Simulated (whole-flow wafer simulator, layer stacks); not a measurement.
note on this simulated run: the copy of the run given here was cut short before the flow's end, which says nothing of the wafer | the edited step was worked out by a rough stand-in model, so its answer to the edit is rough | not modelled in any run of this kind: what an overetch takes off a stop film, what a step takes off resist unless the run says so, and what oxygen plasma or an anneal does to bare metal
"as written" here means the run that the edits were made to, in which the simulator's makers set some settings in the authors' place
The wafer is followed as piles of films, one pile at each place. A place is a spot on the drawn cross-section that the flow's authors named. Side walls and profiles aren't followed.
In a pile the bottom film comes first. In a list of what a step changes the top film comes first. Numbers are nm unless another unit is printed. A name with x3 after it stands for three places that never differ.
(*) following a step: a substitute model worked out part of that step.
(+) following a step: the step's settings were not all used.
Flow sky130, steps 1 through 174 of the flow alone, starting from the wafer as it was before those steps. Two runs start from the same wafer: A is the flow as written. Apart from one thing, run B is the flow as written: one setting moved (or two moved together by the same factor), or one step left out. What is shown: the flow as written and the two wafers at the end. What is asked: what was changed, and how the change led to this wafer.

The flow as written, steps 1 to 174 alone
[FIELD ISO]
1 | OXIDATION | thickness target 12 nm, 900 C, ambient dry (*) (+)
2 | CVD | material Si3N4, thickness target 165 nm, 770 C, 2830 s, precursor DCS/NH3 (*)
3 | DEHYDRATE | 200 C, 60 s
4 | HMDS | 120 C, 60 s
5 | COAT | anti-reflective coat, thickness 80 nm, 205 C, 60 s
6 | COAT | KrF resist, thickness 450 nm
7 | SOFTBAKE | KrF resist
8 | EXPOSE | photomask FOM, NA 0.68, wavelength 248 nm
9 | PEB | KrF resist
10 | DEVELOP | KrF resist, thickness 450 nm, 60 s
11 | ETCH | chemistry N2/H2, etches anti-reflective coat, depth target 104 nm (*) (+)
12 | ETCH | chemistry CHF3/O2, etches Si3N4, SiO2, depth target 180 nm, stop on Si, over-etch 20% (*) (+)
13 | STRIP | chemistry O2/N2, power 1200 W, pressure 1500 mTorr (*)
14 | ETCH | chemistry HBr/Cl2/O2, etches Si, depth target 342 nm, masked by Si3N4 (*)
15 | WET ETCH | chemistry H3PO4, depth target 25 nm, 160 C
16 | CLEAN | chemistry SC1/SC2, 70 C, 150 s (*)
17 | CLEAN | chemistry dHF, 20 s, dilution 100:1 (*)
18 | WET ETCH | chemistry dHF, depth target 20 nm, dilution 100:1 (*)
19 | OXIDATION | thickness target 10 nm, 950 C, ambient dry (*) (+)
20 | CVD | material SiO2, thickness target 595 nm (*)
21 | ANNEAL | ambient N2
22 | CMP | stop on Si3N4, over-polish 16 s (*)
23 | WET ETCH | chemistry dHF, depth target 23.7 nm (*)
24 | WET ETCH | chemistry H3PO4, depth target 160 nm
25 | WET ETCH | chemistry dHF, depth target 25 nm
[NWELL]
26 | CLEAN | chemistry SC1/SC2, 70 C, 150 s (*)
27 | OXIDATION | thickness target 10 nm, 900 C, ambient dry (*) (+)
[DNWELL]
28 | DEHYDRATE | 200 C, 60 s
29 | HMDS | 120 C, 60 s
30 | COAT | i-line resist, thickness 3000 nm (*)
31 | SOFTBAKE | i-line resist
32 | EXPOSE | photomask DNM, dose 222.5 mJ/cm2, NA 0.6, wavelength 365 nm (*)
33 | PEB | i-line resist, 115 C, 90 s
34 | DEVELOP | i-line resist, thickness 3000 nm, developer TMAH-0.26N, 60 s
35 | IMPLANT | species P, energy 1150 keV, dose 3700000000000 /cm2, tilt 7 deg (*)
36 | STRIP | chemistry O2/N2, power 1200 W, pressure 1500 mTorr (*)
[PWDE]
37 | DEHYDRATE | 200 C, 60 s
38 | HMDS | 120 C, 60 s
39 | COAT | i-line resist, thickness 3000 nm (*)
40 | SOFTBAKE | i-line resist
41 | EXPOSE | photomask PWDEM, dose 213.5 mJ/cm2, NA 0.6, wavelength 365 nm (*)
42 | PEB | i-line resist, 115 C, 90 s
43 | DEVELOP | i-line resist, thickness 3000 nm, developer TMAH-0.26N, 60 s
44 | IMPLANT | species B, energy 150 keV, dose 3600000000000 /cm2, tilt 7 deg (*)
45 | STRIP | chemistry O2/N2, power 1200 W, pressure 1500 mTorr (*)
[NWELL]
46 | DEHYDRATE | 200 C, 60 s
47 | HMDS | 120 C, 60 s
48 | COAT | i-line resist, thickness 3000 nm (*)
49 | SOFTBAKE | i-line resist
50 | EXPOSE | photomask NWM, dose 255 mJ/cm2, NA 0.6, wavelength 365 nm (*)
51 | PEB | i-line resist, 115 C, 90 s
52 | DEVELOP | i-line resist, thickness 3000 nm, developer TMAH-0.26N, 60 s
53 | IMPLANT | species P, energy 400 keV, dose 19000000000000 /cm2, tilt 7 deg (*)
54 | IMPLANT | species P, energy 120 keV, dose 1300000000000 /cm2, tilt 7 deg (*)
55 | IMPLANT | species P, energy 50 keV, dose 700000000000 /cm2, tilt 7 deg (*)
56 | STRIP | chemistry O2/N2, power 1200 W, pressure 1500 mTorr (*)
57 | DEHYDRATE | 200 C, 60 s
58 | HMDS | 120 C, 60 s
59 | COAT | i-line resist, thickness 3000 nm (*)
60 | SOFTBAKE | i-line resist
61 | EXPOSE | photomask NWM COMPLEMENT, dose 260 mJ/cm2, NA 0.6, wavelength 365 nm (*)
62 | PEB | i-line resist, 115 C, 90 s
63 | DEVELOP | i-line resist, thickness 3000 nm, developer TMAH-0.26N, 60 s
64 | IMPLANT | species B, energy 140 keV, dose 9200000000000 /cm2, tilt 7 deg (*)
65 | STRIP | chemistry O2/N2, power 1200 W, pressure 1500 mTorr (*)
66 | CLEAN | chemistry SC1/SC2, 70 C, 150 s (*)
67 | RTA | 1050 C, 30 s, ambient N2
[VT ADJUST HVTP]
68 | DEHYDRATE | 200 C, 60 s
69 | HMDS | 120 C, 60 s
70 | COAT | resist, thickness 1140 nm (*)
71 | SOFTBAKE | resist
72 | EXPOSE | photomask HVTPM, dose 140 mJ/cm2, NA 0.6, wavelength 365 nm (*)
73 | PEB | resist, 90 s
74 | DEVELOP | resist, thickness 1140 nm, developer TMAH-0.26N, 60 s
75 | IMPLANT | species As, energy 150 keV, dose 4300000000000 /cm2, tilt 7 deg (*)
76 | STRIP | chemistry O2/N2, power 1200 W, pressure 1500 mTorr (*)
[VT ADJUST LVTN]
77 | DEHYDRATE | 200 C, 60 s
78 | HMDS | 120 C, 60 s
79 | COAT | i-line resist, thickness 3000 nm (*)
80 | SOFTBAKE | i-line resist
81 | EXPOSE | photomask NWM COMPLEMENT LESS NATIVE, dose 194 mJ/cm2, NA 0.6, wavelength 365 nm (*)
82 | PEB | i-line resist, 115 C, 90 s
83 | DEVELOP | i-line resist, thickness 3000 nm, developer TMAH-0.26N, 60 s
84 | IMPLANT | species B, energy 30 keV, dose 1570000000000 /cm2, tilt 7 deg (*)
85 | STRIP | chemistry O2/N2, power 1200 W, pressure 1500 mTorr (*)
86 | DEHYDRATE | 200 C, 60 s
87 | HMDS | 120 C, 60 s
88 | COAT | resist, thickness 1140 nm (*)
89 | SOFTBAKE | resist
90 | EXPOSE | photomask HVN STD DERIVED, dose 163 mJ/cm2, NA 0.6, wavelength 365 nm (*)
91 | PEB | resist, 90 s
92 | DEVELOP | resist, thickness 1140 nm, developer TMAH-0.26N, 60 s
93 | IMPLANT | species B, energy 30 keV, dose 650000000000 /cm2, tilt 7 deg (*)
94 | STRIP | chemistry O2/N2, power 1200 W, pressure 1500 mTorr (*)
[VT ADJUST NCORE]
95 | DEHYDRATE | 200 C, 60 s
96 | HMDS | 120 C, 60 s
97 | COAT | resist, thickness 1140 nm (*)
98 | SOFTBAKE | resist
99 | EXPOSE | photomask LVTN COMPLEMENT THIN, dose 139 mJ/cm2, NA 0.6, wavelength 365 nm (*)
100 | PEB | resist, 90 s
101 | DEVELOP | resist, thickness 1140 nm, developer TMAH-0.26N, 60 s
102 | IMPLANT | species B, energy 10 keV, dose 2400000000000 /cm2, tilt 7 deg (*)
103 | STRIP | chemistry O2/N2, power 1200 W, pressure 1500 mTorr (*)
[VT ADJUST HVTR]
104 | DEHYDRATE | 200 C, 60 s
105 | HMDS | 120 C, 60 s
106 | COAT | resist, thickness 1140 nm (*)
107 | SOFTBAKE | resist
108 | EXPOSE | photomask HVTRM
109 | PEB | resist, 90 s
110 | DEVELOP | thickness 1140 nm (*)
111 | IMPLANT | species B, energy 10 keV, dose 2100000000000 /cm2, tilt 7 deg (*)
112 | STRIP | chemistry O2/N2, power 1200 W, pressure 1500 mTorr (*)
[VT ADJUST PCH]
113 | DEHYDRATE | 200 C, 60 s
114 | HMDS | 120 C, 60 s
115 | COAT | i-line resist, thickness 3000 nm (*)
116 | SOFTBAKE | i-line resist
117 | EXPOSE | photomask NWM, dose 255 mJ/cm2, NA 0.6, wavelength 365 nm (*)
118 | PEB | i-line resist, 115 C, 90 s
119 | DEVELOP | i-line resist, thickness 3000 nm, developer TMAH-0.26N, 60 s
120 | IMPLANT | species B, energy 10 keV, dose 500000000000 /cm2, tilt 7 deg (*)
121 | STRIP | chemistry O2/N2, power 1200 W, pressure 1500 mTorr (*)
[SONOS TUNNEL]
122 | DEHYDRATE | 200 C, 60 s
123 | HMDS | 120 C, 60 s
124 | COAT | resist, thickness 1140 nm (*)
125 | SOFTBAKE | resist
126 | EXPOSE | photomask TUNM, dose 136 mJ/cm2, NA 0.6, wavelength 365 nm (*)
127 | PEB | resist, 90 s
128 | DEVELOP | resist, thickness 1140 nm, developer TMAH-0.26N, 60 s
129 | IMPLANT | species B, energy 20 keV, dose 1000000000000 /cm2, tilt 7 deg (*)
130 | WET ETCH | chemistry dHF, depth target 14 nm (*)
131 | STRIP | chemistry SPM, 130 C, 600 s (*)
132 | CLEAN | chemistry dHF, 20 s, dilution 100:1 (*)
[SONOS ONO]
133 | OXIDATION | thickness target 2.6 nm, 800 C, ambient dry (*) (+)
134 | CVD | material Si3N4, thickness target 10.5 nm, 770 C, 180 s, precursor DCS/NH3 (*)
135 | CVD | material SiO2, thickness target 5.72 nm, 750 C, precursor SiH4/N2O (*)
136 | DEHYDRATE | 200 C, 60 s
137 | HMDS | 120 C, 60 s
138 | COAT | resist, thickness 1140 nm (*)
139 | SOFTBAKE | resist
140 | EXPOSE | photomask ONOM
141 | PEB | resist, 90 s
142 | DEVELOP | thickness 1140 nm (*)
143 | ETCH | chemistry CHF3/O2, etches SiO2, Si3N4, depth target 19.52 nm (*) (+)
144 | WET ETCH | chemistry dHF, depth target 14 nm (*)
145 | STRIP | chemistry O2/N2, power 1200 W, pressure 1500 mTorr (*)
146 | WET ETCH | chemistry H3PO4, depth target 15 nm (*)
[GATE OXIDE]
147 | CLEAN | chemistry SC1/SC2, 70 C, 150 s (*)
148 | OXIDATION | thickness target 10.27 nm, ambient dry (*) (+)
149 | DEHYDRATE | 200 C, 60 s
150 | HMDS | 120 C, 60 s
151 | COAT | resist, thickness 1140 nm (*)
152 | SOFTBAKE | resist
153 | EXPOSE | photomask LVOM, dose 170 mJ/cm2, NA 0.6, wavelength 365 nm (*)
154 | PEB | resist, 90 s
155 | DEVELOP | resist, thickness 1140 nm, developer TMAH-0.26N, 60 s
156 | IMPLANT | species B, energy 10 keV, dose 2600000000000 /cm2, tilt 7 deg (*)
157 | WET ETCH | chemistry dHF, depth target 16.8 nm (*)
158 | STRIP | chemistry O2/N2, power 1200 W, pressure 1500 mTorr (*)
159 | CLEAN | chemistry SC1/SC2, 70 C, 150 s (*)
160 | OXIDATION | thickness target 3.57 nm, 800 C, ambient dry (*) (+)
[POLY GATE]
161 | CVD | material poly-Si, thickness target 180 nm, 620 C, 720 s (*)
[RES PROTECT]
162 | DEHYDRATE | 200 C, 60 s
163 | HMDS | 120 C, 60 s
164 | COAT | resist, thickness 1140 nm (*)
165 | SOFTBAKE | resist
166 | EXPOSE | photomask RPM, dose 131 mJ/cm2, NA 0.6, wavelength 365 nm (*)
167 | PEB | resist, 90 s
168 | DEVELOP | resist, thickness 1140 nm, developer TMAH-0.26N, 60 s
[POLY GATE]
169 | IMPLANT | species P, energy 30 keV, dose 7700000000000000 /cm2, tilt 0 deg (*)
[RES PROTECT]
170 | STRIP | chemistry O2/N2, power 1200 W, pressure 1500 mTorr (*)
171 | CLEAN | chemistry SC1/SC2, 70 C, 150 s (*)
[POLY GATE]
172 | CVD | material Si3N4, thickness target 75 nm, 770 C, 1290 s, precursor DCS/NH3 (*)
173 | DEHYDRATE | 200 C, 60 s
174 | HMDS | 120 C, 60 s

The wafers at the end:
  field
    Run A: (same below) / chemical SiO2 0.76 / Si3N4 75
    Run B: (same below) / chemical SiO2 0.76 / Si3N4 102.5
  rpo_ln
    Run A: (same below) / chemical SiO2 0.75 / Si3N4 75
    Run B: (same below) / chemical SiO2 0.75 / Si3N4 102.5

What caused this: step 172, CVD: 793 C was run, though the flow has 770 C.

The path from the change to this, step by step:
  172 | CVD | material Si3N4, thickness target 75 nm, 770 C, 1290 s, precursor DCS/NH3 (*)
      field, active, n_well and 187 more: A Si3N4 gains 75 (new film) | B Si3N4 gains 102.5 (new film)
